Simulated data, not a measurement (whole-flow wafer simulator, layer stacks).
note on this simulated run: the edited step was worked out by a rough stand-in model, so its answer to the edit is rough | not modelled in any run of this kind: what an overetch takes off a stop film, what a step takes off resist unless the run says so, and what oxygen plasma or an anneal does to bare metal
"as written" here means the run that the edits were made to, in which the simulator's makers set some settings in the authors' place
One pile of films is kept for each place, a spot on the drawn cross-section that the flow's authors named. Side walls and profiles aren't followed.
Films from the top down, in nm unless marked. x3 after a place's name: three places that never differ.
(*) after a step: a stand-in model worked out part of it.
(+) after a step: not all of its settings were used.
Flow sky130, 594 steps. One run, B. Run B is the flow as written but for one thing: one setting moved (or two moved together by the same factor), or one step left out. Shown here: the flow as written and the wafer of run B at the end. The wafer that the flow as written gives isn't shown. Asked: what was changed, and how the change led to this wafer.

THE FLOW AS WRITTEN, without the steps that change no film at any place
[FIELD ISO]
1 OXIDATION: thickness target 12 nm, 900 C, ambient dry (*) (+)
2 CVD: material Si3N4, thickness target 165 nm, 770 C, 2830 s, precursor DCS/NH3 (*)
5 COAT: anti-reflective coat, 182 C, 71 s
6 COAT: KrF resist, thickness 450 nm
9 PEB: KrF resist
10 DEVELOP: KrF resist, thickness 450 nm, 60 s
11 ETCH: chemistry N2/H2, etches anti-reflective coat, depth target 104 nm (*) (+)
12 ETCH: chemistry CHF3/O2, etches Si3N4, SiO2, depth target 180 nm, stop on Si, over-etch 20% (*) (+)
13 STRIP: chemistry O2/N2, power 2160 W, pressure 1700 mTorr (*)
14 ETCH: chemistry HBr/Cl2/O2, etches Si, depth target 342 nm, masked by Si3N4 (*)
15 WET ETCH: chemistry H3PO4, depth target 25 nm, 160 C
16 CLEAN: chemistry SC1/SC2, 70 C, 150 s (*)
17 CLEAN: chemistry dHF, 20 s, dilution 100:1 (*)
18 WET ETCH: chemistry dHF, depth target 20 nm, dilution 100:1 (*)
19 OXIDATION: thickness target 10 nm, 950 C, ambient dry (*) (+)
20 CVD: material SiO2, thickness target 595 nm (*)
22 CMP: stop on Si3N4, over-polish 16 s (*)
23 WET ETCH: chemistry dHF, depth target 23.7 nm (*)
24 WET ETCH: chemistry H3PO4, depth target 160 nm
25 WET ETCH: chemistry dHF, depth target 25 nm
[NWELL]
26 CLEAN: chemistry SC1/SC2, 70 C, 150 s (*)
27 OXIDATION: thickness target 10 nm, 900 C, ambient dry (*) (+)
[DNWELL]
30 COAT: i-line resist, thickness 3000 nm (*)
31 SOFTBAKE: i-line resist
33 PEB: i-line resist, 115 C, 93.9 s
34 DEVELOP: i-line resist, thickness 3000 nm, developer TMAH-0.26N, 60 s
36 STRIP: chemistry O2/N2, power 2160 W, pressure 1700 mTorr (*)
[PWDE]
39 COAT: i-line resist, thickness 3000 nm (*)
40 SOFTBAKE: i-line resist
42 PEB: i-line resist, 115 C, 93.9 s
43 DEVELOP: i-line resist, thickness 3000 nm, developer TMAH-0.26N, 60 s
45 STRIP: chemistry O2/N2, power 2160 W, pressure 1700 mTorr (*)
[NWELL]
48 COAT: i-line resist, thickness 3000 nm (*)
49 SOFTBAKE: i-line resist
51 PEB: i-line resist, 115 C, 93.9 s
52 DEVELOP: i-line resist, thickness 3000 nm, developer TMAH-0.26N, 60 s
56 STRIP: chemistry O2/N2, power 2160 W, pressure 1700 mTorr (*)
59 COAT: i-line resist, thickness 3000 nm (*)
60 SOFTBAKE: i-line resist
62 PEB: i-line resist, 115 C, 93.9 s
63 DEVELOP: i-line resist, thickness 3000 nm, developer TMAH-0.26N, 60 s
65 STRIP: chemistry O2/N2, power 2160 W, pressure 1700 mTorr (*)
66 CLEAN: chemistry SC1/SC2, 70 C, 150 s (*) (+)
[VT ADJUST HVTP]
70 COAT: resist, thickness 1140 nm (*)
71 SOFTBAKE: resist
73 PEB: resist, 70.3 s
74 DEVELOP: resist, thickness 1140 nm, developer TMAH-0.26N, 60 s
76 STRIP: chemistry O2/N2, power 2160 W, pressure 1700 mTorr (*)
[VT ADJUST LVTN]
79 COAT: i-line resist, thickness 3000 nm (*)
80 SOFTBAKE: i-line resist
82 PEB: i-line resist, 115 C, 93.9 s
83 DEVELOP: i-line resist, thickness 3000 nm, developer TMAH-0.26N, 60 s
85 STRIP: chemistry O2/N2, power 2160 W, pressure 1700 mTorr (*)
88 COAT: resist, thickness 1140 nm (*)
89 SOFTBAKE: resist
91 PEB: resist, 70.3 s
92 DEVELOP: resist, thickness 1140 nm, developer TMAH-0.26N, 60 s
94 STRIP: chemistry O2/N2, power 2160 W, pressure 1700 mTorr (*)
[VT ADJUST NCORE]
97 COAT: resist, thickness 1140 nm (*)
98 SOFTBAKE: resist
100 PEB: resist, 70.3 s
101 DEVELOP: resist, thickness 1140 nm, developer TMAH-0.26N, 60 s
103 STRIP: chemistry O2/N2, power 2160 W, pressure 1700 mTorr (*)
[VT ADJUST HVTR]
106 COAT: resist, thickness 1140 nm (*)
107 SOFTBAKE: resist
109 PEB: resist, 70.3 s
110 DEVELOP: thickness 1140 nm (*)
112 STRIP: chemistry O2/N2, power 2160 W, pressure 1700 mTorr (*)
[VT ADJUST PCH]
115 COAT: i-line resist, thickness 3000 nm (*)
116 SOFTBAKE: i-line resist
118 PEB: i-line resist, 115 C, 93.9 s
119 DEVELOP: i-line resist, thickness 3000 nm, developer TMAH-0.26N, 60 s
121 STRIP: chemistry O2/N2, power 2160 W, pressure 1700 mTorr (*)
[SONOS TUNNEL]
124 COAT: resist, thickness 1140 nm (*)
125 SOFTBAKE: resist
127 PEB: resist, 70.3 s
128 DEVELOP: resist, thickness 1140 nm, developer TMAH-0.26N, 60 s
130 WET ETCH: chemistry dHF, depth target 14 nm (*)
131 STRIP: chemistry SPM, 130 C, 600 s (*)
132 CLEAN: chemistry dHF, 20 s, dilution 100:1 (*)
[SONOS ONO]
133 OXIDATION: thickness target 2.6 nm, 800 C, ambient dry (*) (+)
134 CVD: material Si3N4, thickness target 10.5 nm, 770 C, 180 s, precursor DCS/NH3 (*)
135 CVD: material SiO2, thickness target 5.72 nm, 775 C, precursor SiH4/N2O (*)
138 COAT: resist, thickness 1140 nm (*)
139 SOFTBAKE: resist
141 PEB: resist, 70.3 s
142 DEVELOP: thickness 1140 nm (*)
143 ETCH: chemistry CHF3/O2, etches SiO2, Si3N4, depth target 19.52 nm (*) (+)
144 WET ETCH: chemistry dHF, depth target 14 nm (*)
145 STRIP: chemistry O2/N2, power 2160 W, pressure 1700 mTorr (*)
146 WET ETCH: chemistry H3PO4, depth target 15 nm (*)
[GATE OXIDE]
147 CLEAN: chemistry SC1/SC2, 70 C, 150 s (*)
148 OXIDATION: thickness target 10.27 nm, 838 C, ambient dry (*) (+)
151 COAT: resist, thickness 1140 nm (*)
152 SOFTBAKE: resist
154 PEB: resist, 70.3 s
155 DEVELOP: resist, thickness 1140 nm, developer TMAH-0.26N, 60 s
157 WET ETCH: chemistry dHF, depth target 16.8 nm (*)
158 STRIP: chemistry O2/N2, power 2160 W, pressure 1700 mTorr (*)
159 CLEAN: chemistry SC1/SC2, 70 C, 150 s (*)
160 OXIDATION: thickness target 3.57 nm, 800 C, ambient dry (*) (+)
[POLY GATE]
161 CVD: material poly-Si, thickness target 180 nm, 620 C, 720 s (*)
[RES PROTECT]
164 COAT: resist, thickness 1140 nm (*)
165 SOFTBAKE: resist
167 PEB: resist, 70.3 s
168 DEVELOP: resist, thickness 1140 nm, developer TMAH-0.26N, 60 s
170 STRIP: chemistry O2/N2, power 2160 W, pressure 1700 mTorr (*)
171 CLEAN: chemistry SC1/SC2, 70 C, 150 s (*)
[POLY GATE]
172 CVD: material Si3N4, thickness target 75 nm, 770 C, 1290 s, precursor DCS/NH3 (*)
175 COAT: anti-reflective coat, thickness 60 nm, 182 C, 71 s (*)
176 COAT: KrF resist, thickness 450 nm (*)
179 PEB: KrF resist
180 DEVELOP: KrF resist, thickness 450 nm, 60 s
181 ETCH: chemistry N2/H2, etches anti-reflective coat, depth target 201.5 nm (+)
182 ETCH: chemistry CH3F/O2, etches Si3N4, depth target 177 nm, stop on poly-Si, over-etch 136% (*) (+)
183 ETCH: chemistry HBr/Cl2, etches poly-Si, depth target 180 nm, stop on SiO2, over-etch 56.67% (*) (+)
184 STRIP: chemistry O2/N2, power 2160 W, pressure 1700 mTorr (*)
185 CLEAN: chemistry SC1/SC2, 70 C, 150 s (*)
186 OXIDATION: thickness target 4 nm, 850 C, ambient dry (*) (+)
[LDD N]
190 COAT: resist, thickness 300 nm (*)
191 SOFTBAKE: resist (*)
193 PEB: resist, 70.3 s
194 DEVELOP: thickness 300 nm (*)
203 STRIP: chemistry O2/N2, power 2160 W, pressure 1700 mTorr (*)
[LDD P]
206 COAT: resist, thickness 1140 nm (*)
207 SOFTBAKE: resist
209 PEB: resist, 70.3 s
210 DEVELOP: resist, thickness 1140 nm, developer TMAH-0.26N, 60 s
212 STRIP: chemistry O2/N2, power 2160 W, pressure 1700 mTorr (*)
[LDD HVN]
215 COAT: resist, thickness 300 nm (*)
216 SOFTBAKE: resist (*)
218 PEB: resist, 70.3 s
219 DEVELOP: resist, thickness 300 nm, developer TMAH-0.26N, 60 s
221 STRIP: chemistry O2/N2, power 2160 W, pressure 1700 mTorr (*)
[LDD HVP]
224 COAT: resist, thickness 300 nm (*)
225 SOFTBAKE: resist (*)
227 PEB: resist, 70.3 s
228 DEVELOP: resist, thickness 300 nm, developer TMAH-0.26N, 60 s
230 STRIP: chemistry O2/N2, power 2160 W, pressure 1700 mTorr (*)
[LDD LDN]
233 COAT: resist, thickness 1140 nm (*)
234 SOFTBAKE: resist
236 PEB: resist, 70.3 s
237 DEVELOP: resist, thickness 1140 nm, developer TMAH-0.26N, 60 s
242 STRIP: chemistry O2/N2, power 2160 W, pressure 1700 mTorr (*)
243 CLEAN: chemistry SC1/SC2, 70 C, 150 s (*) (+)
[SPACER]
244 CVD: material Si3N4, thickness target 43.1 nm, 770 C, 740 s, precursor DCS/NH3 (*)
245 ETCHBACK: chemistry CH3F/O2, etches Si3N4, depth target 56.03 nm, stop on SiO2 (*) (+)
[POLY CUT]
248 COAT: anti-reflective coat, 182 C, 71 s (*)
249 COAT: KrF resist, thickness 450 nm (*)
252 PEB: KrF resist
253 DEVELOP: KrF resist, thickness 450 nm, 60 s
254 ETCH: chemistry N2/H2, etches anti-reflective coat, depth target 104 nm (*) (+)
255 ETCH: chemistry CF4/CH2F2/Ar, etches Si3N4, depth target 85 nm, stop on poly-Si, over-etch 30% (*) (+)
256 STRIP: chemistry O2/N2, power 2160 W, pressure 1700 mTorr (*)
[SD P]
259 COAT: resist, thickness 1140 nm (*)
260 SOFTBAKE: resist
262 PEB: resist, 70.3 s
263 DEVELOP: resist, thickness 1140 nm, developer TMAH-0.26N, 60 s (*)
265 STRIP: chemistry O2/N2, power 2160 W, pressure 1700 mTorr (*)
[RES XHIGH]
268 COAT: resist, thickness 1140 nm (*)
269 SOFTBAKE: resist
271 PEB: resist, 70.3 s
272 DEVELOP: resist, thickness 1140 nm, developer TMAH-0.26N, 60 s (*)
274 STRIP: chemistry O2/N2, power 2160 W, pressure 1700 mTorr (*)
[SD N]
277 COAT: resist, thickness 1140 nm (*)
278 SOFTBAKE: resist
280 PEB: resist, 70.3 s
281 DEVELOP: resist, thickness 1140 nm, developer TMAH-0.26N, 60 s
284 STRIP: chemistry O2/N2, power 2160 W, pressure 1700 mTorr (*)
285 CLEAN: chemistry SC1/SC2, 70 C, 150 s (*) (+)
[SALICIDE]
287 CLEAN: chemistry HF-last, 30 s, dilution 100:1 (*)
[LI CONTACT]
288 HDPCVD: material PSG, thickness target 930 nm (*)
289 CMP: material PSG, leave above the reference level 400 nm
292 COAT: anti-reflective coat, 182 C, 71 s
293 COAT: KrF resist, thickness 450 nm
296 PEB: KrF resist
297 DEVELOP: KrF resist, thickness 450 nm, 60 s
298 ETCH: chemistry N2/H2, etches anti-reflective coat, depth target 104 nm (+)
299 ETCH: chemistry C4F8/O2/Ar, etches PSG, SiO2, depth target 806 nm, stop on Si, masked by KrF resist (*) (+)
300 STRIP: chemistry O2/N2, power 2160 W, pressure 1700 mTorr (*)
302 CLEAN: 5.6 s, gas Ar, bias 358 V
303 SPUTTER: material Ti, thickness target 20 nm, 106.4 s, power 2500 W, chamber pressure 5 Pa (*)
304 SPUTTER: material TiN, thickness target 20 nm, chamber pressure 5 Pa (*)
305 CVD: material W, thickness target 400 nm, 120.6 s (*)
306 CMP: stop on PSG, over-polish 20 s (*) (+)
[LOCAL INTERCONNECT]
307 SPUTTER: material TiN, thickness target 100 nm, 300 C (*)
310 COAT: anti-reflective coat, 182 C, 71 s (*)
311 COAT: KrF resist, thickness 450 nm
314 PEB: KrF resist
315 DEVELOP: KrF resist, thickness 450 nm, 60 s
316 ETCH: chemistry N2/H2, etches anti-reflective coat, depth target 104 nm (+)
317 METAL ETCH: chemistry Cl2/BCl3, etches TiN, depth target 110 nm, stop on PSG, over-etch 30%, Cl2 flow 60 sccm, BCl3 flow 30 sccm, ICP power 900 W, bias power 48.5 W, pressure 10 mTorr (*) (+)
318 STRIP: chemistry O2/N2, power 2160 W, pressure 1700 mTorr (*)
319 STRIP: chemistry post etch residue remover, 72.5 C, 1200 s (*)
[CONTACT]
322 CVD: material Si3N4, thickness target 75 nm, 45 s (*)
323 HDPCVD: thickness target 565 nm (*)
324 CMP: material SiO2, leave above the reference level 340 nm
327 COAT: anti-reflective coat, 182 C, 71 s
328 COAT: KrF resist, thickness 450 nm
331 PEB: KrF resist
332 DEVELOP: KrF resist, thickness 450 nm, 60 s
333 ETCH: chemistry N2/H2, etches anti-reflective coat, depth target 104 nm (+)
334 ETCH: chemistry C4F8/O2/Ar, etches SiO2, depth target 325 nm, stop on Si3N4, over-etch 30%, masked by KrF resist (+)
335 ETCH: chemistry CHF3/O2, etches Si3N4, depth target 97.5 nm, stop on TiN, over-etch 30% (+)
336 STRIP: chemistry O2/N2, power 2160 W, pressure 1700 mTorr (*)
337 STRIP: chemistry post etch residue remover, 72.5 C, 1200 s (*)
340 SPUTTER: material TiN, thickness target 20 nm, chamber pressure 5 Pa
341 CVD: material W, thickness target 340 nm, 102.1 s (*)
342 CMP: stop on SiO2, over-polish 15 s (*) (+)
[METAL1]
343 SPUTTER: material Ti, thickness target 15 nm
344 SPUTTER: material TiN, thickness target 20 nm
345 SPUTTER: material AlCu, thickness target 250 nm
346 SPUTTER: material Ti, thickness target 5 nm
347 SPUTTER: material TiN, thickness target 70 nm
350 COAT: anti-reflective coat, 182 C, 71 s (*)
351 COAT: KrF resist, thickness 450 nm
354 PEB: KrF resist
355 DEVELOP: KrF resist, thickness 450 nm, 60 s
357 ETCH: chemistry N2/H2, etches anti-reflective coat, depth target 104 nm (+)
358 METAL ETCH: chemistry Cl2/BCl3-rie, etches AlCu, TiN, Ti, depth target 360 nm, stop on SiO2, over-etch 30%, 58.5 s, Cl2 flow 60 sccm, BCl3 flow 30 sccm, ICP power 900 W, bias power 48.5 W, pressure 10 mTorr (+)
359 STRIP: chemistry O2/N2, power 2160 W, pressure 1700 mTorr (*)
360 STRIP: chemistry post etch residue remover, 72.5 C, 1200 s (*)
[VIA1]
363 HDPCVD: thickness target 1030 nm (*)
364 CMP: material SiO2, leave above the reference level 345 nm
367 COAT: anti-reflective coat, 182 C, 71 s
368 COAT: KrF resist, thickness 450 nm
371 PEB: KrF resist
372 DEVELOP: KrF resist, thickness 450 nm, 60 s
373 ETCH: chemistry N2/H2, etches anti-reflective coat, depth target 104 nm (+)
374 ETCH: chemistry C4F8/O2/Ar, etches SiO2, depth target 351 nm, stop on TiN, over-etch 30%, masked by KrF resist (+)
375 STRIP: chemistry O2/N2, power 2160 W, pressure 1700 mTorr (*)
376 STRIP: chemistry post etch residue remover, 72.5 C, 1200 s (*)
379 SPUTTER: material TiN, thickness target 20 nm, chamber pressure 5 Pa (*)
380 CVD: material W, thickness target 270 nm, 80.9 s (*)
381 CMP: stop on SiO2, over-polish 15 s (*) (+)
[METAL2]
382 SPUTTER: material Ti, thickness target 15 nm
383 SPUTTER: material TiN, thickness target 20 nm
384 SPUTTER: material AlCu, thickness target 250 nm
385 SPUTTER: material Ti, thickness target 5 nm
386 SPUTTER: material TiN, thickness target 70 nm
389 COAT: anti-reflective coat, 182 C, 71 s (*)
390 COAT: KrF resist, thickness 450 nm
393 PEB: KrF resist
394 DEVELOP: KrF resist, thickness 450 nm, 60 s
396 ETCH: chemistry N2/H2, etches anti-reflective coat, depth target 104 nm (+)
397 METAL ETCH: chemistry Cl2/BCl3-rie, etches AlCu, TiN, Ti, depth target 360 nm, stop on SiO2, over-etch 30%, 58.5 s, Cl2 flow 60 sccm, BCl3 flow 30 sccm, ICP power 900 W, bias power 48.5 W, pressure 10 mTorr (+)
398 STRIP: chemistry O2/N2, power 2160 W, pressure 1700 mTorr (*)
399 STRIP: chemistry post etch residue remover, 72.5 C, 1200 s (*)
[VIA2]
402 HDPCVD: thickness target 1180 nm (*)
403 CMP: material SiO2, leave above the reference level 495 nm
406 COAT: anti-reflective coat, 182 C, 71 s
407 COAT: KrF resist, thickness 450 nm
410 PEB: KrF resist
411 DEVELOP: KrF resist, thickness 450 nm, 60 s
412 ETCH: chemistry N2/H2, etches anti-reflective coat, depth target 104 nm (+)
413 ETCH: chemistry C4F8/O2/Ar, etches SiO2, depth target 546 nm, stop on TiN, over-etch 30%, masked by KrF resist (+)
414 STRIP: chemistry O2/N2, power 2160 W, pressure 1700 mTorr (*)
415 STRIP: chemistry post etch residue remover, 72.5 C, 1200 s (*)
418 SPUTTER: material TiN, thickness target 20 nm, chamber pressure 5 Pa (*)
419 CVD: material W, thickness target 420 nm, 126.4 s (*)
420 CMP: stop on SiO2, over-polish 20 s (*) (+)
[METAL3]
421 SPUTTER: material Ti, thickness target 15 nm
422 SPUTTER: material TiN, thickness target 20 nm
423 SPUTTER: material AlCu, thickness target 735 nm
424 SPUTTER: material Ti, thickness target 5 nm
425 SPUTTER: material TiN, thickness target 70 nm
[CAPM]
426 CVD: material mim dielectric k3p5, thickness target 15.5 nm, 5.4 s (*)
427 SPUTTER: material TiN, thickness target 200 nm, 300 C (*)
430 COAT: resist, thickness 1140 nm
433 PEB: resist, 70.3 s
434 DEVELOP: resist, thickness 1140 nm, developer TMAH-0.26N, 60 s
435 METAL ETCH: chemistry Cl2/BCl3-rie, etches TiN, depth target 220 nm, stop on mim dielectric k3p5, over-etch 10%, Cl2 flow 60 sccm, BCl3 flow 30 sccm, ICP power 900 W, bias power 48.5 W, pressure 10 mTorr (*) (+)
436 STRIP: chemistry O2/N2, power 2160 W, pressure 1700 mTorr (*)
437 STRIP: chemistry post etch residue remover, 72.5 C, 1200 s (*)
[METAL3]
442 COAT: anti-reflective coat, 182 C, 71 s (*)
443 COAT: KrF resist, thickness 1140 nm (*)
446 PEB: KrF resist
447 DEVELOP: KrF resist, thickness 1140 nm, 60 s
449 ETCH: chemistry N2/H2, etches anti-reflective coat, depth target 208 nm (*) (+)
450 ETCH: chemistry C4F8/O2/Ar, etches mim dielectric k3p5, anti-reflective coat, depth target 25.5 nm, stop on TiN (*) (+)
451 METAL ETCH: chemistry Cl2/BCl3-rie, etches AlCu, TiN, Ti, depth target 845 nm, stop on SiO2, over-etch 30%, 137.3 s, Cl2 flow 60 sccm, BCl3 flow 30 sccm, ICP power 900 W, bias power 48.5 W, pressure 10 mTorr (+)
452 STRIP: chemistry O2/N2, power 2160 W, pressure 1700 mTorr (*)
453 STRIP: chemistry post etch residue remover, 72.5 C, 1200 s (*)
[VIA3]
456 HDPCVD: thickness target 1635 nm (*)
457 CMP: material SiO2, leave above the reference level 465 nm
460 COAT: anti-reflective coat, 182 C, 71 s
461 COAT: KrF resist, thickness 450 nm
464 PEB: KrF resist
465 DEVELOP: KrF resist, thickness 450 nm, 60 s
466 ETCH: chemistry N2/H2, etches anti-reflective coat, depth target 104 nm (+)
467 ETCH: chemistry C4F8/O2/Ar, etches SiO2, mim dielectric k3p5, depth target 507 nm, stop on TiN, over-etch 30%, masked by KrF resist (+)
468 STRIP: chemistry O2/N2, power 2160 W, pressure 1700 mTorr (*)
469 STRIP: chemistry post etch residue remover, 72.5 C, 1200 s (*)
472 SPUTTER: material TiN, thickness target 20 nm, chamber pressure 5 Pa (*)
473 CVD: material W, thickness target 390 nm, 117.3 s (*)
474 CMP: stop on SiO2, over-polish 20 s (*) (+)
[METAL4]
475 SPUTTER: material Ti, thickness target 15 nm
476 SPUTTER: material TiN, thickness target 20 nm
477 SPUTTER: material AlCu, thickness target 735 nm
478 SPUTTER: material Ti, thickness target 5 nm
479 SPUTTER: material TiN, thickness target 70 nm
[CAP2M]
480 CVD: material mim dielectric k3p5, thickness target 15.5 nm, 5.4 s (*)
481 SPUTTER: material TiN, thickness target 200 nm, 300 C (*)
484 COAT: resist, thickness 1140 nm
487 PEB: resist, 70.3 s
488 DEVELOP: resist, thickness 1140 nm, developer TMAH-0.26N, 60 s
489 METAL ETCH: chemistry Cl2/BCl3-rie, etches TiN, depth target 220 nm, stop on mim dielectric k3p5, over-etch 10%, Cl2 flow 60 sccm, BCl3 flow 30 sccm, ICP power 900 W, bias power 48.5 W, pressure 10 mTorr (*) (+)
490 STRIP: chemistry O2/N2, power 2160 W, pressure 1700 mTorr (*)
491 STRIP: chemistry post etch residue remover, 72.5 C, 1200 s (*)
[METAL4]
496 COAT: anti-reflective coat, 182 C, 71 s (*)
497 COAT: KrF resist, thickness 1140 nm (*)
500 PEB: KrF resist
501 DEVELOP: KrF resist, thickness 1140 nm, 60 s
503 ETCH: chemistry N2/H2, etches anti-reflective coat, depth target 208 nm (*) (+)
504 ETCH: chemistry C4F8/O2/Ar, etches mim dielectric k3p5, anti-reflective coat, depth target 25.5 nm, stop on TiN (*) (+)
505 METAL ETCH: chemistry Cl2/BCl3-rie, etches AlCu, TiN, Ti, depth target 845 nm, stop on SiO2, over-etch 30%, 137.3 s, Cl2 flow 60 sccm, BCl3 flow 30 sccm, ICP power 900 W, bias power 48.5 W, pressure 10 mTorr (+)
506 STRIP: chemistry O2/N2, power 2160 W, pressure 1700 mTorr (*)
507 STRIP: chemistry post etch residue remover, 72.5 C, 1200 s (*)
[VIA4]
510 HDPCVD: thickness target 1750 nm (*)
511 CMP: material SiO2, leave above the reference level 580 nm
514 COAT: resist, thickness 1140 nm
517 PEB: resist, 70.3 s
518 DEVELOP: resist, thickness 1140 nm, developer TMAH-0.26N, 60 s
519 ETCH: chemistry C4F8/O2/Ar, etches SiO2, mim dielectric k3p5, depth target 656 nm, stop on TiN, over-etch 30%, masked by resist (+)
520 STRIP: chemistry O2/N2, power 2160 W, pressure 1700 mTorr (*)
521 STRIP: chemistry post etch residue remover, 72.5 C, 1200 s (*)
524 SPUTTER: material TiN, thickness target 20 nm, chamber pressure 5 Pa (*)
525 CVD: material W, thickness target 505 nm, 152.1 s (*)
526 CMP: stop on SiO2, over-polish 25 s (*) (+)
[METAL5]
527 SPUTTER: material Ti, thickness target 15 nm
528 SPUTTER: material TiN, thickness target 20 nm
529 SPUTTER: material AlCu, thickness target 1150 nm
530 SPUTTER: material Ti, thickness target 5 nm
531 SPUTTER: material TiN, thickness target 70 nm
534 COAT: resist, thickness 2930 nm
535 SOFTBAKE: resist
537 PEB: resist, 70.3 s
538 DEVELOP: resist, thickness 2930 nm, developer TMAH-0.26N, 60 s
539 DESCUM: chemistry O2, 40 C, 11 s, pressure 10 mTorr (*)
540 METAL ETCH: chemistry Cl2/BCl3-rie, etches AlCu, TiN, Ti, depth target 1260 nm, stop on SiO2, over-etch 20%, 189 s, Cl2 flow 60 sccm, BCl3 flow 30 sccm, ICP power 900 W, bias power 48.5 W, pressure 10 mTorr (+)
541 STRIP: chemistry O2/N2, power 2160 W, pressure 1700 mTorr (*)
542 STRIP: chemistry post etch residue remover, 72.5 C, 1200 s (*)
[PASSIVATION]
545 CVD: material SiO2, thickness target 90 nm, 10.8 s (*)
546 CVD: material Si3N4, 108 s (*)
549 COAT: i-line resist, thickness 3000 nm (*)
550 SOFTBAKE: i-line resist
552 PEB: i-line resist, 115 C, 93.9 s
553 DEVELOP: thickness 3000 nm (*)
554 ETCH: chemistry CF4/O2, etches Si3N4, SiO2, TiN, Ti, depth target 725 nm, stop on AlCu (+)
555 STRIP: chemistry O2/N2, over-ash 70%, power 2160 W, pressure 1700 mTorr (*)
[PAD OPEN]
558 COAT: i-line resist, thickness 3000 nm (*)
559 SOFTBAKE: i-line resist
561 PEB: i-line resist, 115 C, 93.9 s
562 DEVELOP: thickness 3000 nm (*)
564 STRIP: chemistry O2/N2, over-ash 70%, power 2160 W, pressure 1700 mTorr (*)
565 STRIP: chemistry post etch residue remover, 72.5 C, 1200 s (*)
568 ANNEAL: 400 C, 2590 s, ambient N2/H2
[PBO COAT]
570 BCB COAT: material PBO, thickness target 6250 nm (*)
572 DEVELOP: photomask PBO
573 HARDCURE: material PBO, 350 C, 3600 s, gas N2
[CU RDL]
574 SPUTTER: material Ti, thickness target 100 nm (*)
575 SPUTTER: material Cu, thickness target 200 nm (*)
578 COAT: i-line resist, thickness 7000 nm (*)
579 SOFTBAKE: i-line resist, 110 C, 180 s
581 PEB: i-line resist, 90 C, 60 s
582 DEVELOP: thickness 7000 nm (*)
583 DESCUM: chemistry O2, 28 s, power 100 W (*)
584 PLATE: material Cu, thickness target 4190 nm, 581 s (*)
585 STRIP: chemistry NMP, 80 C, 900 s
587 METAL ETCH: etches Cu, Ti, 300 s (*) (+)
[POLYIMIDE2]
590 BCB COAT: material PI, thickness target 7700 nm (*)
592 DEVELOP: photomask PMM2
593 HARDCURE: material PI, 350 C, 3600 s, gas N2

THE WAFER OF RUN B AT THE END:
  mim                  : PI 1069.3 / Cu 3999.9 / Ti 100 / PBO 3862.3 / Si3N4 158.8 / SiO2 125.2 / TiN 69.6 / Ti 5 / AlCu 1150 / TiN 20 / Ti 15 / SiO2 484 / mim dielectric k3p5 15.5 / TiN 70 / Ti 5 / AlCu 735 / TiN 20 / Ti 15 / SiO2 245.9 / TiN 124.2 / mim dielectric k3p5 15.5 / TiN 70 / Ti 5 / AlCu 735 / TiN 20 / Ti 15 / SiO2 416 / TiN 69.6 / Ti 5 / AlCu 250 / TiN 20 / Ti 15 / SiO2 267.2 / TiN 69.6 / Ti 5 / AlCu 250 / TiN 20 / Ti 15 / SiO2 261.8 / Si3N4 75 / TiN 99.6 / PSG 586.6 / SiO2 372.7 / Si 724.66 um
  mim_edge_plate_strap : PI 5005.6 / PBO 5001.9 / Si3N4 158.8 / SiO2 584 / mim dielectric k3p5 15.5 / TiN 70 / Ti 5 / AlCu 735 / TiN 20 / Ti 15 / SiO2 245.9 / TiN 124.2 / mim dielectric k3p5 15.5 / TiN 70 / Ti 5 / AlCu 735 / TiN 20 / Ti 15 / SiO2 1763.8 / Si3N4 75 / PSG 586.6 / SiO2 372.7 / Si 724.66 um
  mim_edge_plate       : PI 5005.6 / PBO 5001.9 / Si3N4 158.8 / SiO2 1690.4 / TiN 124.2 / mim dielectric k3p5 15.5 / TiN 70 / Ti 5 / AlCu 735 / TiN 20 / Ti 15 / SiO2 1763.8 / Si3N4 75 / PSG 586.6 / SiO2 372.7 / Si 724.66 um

The cause: step 427, SPUTTER: thickness target 125 nm was run, where the flow has thickness target 200 nm.

How the change led to this, step by step:
  427 SPUTTER: material TiN, thickness target 200 nm, 300 C (*)
      field, active, n_well and 188 more: TiN +125 (new film) (as written it would be: TiN +200 (new film))
  435 METAL ETCH: chemistry Cl2/BCl3-rie, etches TiN, depth target 220 nm, stop on mim dielectric k3p5, over-etch 10%, Cl2 flow 60 sccm, BCl3 flow 30 sccm, ICP power 900 W, bias power 48.5 W, pressure 10 mTorr (*) (+)
      field, active, n_well and 185 more: TiN -125 (all of it) (as written it would be: TiN -200 (all of it))
      mim, mim_edge_plate_strap, mim_edge_plate: resist -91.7 (as written it would be: resist -146.7)
  436 STRIP: chemistry O2/N2, power 2160 W, pressure 1700 mTorr (*)
      mim, mim_edge_plate_strap, mim_edge_plate: resist -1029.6 (all of it) (as written it would be: resist -974.6 (all of it))
  442 COAT: anti-reflective coat, 182 C, 71 s (*)
      poly_licon, rpo_hd_licon: anti-reflective coat +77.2 (new film) (as written it would be: anti-reflective coat +57.6 (new film))
      mim: anti-reflective coat +29.6 (new film) (as written it would be: anti-reflective coat +40.4 (new film))
      (and at 6 more places)
  443 COAT: KrF resist, thickness 1140 nm (*)
      mim_edge_plate_strap, mim_edge_plate: KrF resist +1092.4 (new film) (as written it would be: KrF resist +1017.4 (new film))
      mim: KrF resist +1088.9 (new film) (as written it would be: KrF resist +1025.5 (new film))
      (and at 2 more places)
  447 DEVELOP: KrF resist, thickness 1140 nm, 60 s
      rxpo_ln: KrF resist -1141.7 (all of it) (as written it would be: KrF resist -1165.6 (all of it))
  449 ETCH: chemistry N2/H2, etches anti-reflective coat, depth target 208 nm (*) (+)
      poly_licon, rpo_hd_licon: anti-reflective coat -77.2 (all of it) (as written it would be: anti-reflective coat -57.6 (all of it))
      rpo_hd: anti-reflective coat -74.2 (all of it) (as written it would be: anti-reflective coat -62 (all of it))
      (and at 2 more places)
  452 STRIP: chemistry O2/N2, power 2160 W, pressure 1700 mTorr (*)
      mim_edge_plate_strap, mim_edge_plate: KrF resist -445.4 (all of it), anti-reflective coat -3 (all of it) (as written it would be: KrF resist -370.5 (all of it), anti-reflective coat -3 (all of it))
      mim: KrF resist -441.9 (all of it), anti-reflective coat -29.6 (all of it) (as written it would be: KrF resist -378.7 (all of it), anti-reflective coat -40.4 (all of it))
      (and at 3 more places)
  457 CMP: material SiO2, leave above the reference level 465 nm
      mim, mim_edge_plate_strap, mim_edge_plate: SiO2 -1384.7 (as written it would be: SiO2 -1459.7)
